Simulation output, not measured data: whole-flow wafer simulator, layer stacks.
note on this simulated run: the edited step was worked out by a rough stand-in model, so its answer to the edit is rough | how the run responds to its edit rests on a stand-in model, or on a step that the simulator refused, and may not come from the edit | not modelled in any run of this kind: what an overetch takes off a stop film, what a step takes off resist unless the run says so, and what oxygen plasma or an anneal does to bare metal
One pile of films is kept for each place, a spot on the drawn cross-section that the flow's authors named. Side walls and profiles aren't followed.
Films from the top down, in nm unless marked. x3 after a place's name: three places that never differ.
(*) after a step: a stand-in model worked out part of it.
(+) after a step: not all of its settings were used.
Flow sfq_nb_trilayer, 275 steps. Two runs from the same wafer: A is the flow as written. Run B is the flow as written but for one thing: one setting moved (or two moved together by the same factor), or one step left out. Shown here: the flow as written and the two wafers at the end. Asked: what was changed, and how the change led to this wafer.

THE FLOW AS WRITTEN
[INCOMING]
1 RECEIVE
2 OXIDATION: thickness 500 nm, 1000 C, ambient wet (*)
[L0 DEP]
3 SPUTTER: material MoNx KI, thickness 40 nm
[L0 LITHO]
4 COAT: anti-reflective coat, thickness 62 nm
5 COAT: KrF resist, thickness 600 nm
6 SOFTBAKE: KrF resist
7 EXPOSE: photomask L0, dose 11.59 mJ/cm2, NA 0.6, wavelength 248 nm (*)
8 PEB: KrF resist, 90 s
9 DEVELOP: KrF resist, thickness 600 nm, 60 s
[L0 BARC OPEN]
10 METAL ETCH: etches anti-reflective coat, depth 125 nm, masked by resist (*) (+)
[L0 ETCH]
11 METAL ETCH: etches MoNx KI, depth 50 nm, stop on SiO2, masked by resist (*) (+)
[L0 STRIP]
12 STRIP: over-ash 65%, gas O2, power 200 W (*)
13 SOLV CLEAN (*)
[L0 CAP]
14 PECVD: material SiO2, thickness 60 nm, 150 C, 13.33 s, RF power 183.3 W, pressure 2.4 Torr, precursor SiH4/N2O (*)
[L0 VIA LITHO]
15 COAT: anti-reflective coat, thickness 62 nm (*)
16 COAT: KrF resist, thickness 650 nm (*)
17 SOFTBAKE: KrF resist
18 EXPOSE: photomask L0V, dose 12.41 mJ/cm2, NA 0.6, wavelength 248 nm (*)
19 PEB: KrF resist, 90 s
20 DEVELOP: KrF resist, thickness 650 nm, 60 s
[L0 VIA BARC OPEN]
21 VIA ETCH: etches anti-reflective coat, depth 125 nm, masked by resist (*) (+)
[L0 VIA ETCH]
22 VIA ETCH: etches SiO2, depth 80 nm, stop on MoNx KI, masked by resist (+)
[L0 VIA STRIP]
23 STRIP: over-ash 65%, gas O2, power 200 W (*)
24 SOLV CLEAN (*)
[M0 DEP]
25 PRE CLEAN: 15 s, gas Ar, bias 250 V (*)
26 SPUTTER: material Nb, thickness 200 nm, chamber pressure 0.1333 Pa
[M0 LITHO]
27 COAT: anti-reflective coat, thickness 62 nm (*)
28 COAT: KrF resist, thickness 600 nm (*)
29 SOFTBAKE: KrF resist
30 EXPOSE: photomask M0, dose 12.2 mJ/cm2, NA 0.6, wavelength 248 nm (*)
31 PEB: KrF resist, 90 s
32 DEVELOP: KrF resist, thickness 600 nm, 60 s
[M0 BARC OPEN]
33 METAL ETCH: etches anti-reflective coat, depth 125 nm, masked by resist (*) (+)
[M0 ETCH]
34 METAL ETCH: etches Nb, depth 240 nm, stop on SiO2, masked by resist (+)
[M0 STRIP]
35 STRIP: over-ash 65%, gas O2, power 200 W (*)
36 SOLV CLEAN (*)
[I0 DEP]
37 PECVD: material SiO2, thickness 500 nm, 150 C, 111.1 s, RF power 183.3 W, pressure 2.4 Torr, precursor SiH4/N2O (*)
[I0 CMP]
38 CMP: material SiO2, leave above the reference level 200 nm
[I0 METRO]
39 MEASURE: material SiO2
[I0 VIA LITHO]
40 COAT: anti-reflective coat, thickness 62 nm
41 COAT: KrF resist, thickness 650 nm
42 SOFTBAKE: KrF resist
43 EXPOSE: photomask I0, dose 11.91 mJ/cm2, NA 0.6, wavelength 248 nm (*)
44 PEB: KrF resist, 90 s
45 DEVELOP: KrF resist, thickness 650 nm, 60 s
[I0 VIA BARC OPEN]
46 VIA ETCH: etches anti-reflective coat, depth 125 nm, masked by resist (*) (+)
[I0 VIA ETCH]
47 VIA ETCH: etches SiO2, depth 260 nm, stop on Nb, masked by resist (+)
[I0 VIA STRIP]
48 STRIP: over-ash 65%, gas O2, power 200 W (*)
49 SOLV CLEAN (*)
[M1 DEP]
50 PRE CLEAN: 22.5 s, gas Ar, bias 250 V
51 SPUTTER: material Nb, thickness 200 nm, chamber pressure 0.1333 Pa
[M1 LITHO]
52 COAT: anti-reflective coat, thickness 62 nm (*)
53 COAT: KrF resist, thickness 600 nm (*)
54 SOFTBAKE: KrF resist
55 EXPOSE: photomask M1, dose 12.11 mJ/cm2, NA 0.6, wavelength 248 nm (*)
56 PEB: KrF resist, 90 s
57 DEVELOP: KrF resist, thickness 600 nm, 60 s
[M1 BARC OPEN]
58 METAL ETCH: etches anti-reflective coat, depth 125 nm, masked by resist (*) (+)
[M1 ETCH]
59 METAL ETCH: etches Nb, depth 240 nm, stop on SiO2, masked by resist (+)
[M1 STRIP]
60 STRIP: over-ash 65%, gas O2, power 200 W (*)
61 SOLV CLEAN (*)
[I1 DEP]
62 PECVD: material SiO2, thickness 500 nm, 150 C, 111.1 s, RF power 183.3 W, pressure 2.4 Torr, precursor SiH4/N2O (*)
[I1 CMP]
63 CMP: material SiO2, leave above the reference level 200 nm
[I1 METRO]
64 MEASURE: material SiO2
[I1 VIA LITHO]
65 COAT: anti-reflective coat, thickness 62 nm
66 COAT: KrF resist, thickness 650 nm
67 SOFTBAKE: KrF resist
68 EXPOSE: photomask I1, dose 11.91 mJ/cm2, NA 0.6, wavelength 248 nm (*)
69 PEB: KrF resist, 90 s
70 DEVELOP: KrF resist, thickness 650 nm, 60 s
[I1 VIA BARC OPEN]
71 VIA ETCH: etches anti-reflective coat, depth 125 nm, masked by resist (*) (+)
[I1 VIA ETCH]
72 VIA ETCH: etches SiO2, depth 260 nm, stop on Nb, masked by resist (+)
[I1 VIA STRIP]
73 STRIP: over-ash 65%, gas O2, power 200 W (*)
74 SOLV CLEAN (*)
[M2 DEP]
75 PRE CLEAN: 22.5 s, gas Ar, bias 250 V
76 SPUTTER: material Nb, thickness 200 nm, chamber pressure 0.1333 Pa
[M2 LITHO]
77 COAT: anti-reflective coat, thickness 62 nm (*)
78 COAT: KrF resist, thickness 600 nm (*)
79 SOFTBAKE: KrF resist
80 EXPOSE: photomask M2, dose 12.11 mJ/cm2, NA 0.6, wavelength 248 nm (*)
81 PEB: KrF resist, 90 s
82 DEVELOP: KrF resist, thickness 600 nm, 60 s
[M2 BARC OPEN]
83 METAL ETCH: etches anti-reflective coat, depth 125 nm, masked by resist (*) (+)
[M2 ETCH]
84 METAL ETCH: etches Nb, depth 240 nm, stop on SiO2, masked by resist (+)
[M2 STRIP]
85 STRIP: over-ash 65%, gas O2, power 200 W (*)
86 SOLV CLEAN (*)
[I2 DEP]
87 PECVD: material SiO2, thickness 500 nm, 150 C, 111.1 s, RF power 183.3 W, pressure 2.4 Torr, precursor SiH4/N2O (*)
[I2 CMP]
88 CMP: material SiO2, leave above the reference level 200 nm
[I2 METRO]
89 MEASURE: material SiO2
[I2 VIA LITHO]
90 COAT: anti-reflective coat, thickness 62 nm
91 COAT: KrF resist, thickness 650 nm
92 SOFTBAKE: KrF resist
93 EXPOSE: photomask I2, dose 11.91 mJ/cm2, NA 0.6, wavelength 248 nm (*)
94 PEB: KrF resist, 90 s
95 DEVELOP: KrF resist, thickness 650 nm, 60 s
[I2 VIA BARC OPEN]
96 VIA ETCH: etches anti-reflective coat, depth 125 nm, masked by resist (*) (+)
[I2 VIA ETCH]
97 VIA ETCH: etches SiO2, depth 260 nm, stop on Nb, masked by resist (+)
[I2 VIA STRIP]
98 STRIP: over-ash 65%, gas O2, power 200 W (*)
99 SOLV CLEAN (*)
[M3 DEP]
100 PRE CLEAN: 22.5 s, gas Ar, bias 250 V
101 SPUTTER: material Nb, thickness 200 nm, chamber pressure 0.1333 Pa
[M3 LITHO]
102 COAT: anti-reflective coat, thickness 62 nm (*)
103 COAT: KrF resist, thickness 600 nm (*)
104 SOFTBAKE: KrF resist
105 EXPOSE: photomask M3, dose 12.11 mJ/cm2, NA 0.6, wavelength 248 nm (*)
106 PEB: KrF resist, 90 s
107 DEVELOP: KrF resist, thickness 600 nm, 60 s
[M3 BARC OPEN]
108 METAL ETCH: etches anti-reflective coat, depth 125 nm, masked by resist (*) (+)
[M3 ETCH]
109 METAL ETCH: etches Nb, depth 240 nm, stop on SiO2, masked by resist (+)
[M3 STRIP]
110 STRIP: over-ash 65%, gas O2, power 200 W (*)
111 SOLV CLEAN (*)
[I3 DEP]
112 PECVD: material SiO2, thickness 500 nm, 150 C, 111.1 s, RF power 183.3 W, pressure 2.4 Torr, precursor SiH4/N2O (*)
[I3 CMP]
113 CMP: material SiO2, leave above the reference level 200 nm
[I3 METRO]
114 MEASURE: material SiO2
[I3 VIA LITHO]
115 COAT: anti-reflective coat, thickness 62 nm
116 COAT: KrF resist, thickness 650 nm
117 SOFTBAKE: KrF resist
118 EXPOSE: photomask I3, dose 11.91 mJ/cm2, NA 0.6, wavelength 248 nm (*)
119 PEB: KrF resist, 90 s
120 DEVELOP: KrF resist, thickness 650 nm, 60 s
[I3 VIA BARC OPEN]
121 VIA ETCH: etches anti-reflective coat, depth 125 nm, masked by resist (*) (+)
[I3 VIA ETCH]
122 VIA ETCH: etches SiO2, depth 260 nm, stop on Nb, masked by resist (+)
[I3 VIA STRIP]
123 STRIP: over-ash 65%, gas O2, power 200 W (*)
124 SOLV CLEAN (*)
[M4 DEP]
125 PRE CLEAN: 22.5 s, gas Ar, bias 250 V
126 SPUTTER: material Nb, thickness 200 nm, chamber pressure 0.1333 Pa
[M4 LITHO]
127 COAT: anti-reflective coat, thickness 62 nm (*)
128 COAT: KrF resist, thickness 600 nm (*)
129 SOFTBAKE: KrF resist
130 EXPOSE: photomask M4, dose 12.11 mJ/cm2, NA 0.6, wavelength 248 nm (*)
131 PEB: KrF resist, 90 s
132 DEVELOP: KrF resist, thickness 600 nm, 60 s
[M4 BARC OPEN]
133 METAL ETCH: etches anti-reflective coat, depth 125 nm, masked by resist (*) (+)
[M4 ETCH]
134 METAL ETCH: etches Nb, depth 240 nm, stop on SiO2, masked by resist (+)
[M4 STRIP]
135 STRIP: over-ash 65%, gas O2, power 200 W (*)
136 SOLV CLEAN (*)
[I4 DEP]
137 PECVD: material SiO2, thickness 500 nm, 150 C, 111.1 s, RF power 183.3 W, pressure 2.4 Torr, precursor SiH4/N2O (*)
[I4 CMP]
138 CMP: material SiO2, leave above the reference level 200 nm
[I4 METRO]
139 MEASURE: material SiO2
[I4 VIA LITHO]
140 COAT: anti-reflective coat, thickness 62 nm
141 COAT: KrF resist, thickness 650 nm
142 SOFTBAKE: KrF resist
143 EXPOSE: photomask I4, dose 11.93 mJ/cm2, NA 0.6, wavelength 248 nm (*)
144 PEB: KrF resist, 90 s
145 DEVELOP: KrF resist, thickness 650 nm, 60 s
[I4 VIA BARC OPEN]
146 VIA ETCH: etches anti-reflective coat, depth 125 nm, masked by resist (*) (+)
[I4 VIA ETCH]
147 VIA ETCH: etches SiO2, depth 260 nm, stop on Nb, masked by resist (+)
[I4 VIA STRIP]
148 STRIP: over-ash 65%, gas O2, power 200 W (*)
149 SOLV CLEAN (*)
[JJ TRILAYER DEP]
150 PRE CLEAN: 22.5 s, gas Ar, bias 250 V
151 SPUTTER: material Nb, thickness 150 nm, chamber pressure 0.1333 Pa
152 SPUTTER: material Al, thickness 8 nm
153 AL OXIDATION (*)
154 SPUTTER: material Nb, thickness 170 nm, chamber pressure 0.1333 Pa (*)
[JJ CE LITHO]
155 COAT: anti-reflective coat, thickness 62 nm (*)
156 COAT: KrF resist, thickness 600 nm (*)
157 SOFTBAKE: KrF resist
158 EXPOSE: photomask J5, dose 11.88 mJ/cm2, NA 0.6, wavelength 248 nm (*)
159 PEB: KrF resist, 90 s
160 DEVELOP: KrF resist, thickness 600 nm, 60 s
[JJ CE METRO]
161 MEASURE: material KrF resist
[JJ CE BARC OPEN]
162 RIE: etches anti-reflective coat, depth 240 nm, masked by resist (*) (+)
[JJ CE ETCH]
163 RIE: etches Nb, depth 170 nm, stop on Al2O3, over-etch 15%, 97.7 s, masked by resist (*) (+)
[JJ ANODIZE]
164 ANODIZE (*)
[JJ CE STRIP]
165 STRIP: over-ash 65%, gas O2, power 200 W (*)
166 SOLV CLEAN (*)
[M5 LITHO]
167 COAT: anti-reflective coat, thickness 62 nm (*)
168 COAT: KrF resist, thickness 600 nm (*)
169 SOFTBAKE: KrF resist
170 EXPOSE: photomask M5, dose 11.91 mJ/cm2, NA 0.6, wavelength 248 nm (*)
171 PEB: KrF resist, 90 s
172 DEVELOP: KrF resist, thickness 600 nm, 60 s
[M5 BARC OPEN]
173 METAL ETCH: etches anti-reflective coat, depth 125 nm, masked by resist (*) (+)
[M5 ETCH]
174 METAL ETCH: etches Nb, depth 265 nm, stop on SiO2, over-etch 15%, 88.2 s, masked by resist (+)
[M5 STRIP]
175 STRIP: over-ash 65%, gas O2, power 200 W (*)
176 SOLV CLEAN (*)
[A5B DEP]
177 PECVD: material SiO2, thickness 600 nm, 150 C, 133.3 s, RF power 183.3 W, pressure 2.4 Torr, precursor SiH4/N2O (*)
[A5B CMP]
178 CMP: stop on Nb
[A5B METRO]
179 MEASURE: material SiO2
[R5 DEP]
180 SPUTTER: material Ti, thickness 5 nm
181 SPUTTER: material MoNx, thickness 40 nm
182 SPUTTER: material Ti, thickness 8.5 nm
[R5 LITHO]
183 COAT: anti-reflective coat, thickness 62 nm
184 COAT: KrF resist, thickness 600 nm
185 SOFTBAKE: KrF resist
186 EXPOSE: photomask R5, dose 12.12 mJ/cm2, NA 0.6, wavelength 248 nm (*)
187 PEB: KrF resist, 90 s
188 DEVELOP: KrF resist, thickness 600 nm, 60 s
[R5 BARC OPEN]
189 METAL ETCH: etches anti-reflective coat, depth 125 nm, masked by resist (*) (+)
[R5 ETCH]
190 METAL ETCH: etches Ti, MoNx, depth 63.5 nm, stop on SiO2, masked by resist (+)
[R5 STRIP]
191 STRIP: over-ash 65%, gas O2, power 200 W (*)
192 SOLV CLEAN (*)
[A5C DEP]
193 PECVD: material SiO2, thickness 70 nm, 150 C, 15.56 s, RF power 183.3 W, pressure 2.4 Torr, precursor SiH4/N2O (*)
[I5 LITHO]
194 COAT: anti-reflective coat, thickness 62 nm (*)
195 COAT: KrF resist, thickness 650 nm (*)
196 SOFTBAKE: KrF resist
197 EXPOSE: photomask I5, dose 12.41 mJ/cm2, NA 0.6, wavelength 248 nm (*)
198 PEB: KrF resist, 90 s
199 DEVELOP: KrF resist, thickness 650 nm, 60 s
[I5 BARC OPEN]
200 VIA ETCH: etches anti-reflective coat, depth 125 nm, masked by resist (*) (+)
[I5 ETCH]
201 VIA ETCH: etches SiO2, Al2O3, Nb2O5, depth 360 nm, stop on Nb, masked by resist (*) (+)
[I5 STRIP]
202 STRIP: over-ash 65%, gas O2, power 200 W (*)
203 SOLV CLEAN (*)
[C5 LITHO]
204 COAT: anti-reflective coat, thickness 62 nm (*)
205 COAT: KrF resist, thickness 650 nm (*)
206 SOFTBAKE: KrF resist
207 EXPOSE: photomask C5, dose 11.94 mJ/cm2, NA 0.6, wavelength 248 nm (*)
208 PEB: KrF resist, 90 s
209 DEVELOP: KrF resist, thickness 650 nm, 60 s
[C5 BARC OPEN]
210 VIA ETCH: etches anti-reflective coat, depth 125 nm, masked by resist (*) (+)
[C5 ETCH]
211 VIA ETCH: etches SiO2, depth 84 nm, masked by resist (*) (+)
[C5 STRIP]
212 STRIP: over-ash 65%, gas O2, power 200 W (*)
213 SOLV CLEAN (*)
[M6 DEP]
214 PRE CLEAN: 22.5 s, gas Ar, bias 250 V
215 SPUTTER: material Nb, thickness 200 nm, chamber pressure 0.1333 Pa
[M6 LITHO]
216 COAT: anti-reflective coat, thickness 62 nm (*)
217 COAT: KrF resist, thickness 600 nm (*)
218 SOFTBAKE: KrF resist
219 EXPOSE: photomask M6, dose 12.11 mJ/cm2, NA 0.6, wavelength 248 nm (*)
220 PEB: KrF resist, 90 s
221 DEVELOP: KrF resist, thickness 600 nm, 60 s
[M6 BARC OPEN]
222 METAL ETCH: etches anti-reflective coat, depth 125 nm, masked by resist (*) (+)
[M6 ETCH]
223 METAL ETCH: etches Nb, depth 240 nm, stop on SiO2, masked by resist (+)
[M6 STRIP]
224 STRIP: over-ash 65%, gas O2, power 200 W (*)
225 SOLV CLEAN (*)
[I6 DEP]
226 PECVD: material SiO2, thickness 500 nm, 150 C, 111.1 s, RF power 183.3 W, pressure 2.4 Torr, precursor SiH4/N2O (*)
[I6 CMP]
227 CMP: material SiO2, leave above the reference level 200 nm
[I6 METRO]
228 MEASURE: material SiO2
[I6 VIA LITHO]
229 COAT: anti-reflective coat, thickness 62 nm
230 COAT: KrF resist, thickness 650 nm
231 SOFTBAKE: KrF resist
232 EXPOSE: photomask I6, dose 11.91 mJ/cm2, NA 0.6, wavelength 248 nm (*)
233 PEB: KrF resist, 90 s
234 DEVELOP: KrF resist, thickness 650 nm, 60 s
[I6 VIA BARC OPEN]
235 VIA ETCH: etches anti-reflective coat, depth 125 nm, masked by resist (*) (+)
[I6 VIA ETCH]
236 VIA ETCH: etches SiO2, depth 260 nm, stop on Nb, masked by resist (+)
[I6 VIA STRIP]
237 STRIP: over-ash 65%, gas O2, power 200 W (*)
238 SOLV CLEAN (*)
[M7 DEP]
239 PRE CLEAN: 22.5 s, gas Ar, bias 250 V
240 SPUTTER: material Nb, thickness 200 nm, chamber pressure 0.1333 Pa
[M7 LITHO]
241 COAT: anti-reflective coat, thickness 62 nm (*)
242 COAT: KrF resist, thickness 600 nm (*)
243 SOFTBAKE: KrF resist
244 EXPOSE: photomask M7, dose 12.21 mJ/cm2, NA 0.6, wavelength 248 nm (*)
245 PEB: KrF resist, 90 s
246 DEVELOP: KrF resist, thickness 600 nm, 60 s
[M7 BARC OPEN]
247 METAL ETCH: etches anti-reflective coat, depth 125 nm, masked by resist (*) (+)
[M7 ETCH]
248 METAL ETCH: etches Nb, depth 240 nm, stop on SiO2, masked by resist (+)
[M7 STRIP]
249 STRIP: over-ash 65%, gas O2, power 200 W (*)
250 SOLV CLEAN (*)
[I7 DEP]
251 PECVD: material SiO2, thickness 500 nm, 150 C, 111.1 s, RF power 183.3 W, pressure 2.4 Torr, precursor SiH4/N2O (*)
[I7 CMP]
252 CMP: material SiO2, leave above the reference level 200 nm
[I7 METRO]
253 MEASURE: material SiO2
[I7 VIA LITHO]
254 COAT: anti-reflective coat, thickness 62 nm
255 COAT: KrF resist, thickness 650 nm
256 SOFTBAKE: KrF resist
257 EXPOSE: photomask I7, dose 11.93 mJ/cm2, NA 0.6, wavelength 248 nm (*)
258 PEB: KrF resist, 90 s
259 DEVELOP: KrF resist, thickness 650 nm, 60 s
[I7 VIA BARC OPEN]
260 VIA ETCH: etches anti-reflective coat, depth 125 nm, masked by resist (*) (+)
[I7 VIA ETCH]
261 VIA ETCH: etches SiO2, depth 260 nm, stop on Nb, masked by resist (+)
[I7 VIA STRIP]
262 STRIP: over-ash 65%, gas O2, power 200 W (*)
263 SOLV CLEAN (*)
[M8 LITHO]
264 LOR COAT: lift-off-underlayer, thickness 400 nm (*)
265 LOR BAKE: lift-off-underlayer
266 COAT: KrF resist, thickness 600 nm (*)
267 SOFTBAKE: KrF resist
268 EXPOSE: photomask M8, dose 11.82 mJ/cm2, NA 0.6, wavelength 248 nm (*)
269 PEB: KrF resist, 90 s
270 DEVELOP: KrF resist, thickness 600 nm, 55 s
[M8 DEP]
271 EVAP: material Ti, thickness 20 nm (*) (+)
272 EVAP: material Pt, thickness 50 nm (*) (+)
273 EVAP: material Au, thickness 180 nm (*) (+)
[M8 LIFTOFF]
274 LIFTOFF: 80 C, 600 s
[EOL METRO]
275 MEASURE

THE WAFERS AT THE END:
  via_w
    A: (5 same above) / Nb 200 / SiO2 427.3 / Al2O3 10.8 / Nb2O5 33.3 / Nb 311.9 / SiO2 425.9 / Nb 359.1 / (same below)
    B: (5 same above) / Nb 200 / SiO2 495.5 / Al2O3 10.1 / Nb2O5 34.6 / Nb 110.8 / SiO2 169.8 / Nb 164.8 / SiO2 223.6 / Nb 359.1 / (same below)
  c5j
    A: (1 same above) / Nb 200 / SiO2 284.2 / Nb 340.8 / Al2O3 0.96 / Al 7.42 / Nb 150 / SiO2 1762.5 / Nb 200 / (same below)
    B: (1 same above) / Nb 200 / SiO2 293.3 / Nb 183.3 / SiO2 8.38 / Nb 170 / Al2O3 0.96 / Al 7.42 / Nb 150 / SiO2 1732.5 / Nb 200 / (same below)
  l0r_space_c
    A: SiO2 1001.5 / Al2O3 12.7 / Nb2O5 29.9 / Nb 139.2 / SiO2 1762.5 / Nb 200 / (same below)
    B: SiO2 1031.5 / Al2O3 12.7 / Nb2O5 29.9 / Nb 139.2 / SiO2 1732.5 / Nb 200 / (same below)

The cause: step 112, PECVD: thickness 270 nm was run, where the flow has thickness 500 nm; step 112, PECVD: 60 s was run, where the flow has 111.1 s.

How the change led to this, step by step:
  112 PECVD: material SiO2, thickness 500 nm, 150 C, 111.1 s, RF power 183.3 W, pressure 2.4 Torr, precursor SiH4/N2O (*)
      field_l, be, be_sur and 64 more: A SiO2 +500 | B SiO2 +270
      v_sur, via_wl, via_wr and 27 more: A SiO2 +500 (new film) | B SiO2 +270 (new film)
      (and at 9 more places)
  113 CMP: material SiO2, leave above the reference level 200 nm
      field_l, be, be_sur and 64 more: A SiO2 -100 | B nothing
      p4_g1, p4_g2, p3_s0, p3_s1, p3_s2, p3_s3, p3_s4, p3_s5: A SiO2 -157.1 | B nothing
      (and at 31 more places)
  115 COAT: anti-reflective coat, thickness 62 nm
      p3_l1, p3_l2, p3_l3, p3_l4: A anti-reflective coat +62 (new film) | B anti-reflective coat +47.4 (new film)
      p3_s1, p3_s2, p3_s3: A anti-reflective coat +62 (new film) | B anti-reflective coat +105.3 (new film)
      (and at 78 more places)
  116 COAT: KrF resist, thickness 650 nm
      m0r_line_l, m6r_line_l, m7r_line_l: A KrF resist +650 (new film) | B KrF resist +675.9 (new film)
      m0r_space_l, m6r_space_l, m7r_space_l: A KrF resist +650 (new film) | B KrF resist +665.9 (new film)
      (and at 76 more places)
  120 DEVELOP: KrF resist, thickness 650 nm, 60 s
      via_v: A KrF resist -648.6 (all of it) | B KrF resist -601.4 (all of it)
  121 VIA ETCH: etches anti-reflective coat, depth 125 nm, masked by resist (*) (+)
      field_l, v_sur, via_wl and 102 more: A KrF resist -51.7 | B KrF resist -42.9
      via_v: A anti-reflective coat -62 (all of it), SiO2 -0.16 | B anti-reflective coat -51.5 (all of it), SiO2 -0.13
  123 STRIP: over-ash 65%, gas O2, power 200 W (*)
      m0r_line_l, m6r_line_l, m7r_line_l: A KrF resist -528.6 (all of it), anti-reflective coat -62 (all of it) | B KrF resist -563.2 (all of it), anti-reflective coat -62.8 (all of it)
      m0r_space_l, m6r_space_l, m7r_space_l: A KrF resist -528.6 (all of it), anti-reflective coat -62 (all of it) | B KrF resist -553.2 (all of it), anti-reflective coat -78.8 (all of it)
      (and at 99 more places)
  126 SPUTTER: material Nb, thickness 200 nm, chamber pressure 0.1333 Pa
      via_w: A Nb +200 (new film) | B Nb +164.8 (new film)
  127 COAT: anti-reflective coat, thickness 62 nm (*)
      m0r_line_l, m0r_line_r, m6r_line_l, m6r_line_r, m7r_line_l, m7r_line_r: A anti-reflective coat +62 (new film) | B anti-reflective coat +63.3 (new film)
      m0r_space_l, m0r_space_r, m6r_space_l, m6r_space_r, m7r_space_l, m7r_space_r: A anti-reflective coat +62 (new film) | B anti-reflective coat +75.9 (new film)
      (and at 79 more places)
  128 COAT: KrF resist, thickness 600 nm (*)
      m0r_line_l, m0r_line_r, m6r_line_l, m6r_line_r, m7r_line_l, m7r_line_r: A KrF resist +600 (new film) | B KrF resist +623.1 (new film)
      m0r_space_l, m0r_space_r, m6r_space_l, m6r_space_r, m7r_space_l, m7r_space_r: A KrF resist +600 (new film) | B KrF resist +616.8 (new film)
      (and at 70 more places)
  132 DEVELOP: KrF resist, thickness 600 nm, 60 s
      m0r_line_l, m0r_line_r, m6r_line_l, m6r_line_r, m7r_line_l, m7r_line_r: A KrF resist -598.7 (all of it) | B KrF resist -621.8 (all of it)
      m0r_space_l, m0r_space_r, m6r_space_l, m6r_space_r, m7r_space_l, m7r_space_r: A KrF resist -598.7 (all of it) | B KrF resist -615.5 (all of it)
      (and at 34 more places)
  133 METAL ETCH: etches anti-reflective coat, depth 125 nm, masked by resist (*) (+)
      m5r_linepad_l, m5r_linepad_r, r5r_spacepad_l, r5r_spacepad_r: A anti-reflective coat -62 (all of it) | B anti-reflective coat -125
      v_sur, via_wl, via_w and 36 more: A KrF resist -51.7 | B KrF resist -69.4
      (and at 51 more places)
  134 METAL ETCH: etches Nb, depth 240 nm, stop on SiO2, masked by resist (+)
      m5r_linepad_l, m5r_linepad_r: A Nb -200 (all of it) | B anti-reflective coat -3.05 (all of it), Nb -200 (all of it)
      r5r_spacepad_l, r5r_spacepad_r: A Nb -200 (all of it) | B anti-reflective coat -4 (all of it), Nb -200 (all of it)
  135 STRIP: over-ash 65%, gas O2, power 200 W (*)
      v_sur: A KrF resist -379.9 (all of it), anti-reflective coat -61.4 (all of it) | B KrF resist -295.7 (all of it), anti-reflective coat -42.7 (all of it)
      via_wl: A KrF resist -379.4 (all of it), anti-reflective coat -61.3 (all of it) | B KrF resist -303.9 (all of it), anti-reflective coat -35.8 (all of it)
      (and at 37 more places)
  137 PECVD: material SiO2, thickness 500 nm, 150 C, 111.1 s, RF power 183.3 W, pressure 2.4 Torr, precursor SiH4/N2O (*)
      p3_s0, p3_s1, p3_s2, p3_s3, p3_s4, p3_s5: A SiO2 +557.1 | B SiO2 +687.1
      via_w: A SiO2 +500 (new film) | B SiO2 +594.6 (new film)
  138 CMP: material SiO2, leave above the reference level 200 nm
      field_l, be, be_sur and 55 more: A SiO2 -100 | B nothing
      lsp_r, l0_sur, l0v: A SiO2 -91.9 | B nothing
      (and at 9 more places)
  ... 38 more steps ...
  227 CMP: material SiO2, leave above the reference level 200 nm
      ce_l, ce_r: A SiO2 -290 | B SiO2 -300
      c5j: A SiO2 -223 | B SiO2 -233
Counting metal films that touch as one body, via_w has 6 bodies (between them, from the top down: SiO2 192.5; SiO2 495.5 / Al2O3 10.1 / Nb2O5 34.6; SiO2 169.8; SiO2 223.6; SiO2 416.9); the flow as written gives 5 bodies (between them, from the top down: SiO2 192.5; SiO2 427.3 / Al2O3 10.8 / Nb2O5 33.3; SiO2 425.9; SiO2 416.9).
Counting metal films that touch as one body, c5j has 5 bodies (between them, from the top down: SiO2 293.3; SiO2 8.38; Al2O3 0.96; SiO2 1732.5); the flow as written gives 4 bodies (between them, from the top down: SiO2 284.2; Al2O3 0.96; SiO2 1762.5).
